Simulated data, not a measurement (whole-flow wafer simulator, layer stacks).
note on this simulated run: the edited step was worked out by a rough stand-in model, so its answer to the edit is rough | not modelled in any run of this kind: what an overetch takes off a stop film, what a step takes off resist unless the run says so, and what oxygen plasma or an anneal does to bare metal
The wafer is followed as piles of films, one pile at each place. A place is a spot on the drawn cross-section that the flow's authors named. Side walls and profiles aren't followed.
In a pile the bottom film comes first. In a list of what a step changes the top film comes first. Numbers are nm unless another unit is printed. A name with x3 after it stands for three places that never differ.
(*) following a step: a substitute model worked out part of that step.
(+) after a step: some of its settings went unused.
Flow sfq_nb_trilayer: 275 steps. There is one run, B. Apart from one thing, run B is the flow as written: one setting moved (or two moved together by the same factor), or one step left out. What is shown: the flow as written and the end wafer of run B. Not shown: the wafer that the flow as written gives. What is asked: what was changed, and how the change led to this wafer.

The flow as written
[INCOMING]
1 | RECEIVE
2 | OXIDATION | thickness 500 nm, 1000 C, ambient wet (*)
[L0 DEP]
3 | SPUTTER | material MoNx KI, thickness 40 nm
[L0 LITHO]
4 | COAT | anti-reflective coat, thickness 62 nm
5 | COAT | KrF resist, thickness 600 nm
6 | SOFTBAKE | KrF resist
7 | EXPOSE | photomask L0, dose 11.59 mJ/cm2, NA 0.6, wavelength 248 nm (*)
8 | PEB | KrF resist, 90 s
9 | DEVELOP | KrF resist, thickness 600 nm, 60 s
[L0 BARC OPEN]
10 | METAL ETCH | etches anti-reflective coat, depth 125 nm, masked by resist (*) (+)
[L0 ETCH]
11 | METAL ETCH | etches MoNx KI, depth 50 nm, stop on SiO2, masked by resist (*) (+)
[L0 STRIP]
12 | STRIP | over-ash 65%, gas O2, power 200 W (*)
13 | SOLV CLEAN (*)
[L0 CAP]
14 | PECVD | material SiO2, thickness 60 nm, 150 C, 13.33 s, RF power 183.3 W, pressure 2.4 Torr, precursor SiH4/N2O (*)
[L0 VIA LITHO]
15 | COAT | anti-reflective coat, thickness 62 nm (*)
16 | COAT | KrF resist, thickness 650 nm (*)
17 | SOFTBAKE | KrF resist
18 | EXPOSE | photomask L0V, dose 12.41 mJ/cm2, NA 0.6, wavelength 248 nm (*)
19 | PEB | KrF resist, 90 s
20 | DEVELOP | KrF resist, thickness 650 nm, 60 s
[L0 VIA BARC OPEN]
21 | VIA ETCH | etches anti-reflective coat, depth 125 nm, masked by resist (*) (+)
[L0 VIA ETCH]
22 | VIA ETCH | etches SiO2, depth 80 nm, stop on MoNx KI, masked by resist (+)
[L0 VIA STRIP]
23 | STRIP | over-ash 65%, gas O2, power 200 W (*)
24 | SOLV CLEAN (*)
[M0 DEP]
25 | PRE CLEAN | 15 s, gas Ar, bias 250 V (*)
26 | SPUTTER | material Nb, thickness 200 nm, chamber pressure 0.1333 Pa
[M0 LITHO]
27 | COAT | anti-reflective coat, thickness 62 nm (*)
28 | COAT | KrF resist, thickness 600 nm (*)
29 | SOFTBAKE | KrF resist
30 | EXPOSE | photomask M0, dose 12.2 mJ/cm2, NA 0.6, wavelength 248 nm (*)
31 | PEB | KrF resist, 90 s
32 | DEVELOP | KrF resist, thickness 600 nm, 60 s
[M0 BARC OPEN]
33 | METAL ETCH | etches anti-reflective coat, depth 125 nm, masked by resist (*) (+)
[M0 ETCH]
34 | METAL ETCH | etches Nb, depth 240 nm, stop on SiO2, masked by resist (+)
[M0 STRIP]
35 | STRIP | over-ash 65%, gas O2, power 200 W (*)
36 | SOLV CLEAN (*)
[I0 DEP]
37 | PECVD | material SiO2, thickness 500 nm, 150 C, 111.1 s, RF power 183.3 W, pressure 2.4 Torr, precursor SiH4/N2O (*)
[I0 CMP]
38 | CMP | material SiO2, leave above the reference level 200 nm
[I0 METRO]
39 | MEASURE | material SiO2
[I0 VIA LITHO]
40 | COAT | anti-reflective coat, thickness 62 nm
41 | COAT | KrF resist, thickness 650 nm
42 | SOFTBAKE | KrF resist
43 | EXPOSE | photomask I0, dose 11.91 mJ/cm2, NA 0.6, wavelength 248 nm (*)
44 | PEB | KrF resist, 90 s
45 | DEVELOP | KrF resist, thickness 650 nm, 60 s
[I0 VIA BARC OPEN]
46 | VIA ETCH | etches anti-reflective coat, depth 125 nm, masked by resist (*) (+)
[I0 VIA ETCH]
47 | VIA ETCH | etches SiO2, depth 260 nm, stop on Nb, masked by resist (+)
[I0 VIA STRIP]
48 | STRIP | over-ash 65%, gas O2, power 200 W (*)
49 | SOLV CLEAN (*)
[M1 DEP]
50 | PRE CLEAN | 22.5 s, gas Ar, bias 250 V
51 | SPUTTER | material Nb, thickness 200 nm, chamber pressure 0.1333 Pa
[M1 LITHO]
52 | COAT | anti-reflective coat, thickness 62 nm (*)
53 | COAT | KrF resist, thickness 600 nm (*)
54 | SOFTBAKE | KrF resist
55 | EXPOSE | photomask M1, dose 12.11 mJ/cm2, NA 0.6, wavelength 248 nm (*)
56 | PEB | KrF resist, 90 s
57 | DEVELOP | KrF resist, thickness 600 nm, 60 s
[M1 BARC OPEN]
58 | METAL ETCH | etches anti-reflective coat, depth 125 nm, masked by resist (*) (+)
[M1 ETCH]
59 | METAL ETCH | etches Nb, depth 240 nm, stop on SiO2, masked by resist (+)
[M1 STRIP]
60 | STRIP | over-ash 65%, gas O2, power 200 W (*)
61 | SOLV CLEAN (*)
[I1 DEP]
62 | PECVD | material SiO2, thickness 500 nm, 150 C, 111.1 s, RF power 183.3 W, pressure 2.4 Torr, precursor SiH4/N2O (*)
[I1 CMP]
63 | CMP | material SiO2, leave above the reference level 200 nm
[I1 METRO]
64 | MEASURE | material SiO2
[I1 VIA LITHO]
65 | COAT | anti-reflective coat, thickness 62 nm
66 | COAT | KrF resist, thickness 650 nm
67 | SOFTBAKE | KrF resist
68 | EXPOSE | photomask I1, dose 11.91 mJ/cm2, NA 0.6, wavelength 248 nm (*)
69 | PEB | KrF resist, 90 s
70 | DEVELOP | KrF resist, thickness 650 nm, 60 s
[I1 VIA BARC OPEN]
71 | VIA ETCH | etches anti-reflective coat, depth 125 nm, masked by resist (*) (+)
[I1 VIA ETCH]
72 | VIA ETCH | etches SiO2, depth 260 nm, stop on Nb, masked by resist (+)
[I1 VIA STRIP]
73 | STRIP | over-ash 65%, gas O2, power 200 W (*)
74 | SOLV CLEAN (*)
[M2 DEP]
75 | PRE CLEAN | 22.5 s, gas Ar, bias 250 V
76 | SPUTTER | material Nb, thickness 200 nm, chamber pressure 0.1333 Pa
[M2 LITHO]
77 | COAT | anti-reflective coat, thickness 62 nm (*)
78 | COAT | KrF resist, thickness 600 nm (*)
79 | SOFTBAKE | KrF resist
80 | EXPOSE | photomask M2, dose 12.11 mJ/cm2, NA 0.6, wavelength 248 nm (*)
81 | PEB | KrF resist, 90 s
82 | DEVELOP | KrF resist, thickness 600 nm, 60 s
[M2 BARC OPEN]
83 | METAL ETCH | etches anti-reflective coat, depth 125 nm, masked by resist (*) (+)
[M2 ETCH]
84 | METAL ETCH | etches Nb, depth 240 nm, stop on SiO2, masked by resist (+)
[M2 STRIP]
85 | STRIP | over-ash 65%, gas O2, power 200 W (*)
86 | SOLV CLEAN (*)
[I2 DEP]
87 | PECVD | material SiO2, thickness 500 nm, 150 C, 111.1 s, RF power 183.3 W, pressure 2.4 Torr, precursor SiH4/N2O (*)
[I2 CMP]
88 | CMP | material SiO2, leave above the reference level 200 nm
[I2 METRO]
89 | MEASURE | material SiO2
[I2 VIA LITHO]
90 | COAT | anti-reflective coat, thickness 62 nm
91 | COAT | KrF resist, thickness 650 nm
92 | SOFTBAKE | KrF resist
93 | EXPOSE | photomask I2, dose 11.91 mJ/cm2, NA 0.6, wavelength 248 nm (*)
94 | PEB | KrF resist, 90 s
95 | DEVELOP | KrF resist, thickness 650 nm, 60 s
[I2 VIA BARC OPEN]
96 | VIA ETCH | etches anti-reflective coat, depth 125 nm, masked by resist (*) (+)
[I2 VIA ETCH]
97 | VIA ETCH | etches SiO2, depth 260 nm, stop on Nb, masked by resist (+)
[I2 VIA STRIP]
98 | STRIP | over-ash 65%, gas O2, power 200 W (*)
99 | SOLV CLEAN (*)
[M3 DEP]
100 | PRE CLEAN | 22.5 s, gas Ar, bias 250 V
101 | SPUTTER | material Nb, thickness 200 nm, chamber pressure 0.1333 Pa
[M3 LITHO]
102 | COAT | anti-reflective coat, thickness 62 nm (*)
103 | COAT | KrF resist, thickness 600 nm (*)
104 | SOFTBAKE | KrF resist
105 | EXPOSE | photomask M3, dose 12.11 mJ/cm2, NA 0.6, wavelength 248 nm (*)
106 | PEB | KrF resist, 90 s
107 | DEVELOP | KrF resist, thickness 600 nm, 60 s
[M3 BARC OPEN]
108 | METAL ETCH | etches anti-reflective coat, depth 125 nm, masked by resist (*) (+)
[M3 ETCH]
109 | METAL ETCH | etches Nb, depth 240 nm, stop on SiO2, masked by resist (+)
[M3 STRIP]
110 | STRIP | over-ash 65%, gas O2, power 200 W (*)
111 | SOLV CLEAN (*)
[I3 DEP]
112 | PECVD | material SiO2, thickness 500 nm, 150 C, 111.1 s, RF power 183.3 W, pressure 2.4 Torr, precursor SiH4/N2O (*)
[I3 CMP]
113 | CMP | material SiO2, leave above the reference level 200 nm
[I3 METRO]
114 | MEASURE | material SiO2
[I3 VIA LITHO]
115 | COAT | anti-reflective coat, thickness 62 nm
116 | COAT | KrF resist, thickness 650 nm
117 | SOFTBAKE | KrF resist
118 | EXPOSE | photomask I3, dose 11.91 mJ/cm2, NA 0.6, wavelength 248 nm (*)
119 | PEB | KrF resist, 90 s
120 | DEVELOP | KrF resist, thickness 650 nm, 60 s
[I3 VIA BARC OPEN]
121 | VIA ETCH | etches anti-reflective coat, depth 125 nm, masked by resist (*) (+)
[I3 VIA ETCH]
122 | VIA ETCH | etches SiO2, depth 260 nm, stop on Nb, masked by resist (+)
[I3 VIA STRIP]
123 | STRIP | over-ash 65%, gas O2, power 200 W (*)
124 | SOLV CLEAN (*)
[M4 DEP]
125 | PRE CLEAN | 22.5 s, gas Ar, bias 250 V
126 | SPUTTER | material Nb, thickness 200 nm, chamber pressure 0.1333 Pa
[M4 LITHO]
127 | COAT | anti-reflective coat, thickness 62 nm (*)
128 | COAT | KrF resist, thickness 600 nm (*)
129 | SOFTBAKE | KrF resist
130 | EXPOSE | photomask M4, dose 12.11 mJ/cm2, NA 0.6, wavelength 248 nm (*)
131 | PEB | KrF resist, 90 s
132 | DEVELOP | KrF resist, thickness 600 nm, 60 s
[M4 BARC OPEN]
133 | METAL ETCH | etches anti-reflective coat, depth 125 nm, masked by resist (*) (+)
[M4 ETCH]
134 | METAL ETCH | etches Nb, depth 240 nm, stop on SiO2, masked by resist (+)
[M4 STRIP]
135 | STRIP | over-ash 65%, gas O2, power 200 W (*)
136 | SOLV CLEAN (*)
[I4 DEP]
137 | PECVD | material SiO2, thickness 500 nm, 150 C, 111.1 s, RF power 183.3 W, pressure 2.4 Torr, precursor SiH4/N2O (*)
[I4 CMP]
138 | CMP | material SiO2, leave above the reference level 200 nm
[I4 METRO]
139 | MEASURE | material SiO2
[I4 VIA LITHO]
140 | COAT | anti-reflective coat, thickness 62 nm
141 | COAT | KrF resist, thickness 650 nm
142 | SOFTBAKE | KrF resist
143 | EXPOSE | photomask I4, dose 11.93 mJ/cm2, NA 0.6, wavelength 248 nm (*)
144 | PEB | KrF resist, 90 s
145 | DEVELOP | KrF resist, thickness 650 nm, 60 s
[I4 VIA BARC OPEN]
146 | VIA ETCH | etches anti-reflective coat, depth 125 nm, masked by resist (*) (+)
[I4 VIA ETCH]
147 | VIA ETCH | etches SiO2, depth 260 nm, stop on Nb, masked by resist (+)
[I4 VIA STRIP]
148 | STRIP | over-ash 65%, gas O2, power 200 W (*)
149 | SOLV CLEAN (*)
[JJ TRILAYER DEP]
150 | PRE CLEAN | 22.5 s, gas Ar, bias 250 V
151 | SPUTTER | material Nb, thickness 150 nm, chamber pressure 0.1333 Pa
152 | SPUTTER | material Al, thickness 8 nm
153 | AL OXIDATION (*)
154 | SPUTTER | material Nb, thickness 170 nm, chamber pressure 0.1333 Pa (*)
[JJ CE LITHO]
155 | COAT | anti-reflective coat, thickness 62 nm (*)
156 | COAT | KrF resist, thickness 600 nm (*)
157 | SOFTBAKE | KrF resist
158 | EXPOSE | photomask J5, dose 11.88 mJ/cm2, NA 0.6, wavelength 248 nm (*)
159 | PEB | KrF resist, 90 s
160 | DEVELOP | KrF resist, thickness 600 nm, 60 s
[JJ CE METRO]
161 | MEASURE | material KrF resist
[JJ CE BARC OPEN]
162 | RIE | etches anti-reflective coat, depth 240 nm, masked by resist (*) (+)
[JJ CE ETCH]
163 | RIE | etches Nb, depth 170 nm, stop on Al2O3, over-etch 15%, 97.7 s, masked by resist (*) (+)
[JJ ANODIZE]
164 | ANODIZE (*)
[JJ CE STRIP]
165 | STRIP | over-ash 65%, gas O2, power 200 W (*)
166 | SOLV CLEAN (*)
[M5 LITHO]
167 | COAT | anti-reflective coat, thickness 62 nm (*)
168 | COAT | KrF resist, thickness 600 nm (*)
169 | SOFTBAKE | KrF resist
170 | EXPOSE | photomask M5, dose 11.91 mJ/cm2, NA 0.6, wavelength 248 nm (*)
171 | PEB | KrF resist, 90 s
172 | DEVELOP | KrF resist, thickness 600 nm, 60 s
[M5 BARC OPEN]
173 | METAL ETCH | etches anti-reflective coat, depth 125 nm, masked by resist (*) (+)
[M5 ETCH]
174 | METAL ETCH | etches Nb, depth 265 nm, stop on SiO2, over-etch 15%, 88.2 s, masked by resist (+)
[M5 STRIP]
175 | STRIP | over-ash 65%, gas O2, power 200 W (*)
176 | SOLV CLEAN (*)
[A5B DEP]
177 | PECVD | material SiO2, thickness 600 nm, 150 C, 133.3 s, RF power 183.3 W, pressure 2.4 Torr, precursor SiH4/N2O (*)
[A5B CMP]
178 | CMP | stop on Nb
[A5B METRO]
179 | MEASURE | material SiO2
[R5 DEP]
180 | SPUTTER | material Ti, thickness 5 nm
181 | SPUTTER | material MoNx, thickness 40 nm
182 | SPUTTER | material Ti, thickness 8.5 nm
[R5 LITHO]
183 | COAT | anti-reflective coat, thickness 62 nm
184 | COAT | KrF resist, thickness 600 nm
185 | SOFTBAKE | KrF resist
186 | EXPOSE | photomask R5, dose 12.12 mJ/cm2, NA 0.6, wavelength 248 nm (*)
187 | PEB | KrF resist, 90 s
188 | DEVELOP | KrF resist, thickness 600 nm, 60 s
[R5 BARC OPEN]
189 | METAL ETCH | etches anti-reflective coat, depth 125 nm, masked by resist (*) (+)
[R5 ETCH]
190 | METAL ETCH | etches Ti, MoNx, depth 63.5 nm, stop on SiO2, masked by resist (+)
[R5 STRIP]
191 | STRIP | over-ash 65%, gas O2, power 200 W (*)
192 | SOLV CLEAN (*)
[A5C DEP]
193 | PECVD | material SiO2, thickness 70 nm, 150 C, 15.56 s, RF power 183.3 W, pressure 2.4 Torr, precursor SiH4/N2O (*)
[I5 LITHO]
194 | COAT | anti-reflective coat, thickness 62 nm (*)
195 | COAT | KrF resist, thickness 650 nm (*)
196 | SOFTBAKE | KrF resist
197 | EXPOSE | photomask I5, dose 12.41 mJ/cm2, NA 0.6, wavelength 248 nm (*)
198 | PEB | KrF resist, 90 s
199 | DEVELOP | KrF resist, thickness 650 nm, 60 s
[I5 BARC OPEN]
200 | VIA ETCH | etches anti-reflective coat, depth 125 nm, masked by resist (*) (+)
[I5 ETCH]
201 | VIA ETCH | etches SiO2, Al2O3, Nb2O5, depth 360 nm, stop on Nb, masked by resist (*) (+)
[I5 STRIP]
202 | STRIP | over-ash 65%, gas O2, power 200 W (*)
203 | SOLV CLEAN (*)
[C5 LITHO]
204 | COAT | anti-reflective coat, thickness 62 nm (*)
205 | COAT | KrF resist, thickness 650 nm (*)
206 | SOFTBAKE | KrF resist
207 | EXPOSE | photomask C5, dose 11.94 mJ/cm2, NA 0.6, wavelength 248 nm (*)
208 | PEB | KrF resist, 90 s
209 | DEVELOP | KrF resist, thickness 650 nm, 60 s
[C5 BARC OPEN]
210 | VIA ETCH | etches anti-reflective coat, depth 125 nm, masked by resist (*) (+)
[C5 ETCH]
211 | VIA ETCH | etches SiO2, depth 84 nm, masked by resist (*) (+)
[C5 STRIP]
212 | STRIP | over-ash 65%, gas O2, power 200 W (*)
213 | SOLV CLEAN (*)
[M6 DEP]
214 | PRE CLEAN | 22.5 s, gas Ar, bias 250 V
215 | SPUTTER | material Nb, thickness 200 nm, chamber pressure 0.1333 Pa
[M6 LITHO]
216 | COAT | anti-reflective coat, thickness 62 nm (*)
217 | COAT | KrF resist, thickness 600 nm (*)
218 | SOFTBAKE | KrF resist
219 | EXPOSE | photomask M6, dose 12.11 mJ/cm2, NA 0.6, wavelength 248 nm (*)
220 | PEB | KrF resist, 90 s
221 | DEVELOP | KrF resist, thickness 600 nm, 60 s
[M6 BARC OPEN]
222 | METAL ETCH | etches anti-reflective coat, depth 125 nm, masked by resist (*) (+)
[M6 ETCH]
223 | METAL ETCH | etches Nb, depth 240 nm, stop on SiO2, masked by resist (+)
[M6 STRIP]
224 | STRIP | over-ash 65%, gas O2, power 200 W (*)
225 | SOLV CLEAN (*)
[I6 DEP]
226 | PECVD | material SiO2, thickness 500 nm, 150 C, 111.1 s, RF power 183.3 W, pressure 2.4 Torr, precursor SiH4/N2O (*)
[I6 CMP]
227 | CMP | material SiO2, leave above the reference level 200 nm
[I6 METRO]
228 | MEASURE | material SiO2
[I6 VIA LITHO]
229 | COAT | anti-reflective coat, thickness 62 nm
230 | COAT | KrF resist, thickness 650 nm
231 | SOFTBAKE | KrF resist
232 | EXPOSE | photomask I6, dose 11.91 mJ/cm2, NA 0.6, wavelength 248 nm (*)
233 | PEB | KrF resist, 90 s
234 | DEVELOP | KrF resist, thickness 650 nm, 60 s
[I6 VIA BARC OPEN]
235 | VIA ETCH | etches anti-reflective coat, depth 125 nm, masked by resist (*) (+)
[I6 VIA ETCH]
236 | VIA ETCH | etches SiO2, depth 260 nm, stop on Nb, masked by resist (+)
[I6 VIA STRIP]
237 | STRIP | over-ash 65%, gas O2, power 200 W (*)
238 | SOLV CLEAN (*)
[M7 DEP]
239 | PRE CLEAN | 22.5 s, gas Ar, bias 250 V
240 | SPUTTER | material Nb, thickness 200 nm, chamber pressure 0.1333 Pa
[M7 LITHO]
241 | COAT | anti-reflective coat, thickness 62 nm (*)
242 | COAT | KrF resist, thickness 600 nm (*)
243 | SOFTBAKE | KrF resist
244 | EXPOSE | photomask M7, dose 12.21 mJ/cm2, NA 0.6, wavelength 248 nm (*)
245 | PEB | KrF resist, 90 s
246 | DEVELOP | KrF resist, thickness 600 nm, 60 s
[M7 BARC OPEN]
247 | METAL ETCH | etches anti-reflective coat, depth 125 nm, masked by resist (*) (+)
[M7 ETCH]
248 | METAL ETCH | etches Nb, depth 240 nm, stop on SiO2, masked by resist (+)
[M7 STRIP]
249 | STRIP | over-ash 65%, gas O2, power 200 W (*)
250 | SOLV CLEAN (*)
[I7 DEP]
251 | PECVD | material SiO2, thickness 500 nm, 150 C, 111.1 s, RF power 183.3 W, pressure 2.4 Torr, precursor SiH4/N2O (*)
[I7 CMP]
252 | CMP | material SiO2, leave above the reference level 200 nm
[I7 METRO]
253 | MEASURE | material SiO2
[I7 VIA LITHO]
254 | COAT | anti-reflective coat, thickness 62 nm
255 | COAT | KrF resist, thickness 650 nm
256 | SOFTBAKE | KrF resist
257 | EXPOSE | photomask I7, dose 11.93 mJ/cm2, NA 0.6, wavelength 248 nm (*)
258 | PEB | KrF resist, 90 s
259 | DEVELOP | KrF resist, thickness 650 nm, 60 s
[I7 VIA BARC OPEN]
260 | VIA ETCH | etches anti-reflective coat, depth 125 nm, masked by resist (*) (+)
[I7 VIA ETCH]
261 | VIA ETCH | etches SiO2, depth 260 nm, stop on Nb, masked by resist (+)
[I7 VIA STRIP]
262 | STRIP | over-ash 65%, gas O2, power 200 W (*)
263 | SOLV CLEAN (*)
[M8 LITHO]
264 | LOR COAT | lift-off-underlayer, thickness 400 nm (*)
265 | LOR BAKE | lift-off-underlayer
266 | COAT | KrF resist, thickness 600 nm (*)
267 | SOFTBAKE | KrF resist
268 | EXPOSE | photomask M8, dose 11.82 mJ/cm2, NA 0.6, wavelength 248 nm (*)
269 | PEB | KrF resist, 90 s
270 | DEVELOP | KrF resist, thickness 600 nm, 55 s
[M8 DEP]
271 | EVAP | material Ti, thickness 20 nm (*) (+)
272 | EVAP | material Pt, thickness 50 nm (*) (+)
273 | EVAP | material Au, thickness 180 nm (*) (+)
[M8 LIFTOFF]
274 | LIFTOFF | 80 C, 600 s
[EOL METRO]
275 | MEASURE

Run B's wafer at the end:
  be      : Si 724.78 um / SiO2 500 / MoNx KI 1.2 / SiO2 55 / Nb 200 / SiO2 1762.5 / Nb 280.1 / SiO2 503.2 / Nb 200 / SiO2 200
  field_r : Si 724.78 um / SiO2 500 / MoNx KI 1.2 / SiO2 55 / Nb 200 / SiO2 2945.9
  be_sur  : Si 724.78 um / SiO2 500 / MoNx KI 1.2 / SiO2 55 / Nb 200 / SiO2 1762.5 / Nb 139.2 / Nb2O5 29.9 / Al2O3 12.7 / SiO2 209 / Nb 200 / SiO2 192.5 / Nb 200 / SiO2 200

Cause: step 11, METAL ETCH: depth 38.8 nm was run, though the flow has depth 50 nm.

The path from the change to this, step by step:
  11 | METAL ETCH | etches MoNx KI, depth 50 nm, stop on SiO2, masked by resist (*) (+)
      v_sur, via_wl, via_w and 97 more: -38.8 MoNx KI (in the flow as written it would be: -40 MoNx KI (all of it))
      field_l, l0_sur, l0v, l0r_line_l, l0r_line_c, l0r_line_r: -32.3 KrF resist (in the flow as written it would be: -41.7 KrF resist)
  14 | PECVD | material SiO2, thickness 60 nm, 150 C, 13.33 s, RF power 183.3 W, pressure 2.4 Torr, precursor SiH4/N2O (*)
      v_sur, via_wl, via_w and 97 more: +60 SiO2 (new film) (in the flow as written it would be: +60 SiO2)
If metal films that touch count as one body, be has 4 bodies (between them, from the top down: SiO2 503.2; SiO2 1762.5; SiO2 55); the flow as written gives 3 bodies (between them, from the top down: SiO2 503.2; SiO2 1762.5).
If metal films that touch count as one body, field_r has 2 bodies (between them, from the top down: SiO2 55); the flow as written gives 1 body.
If metal films that touch count as one body, be_sur has 5 bodies (between them, from the top down: SiO2 192.5; SiO2 209 / Al2O3 12.7 / Nb2O5 29.9; SiO2 1762.5; SiO2 55); the flow as written gives 4 bodies (between them, from the top down: SiO2 192.5; SiO2 209 / Al2O3 12.7 / Nb2O5 29.9; SiO2 1762.5).
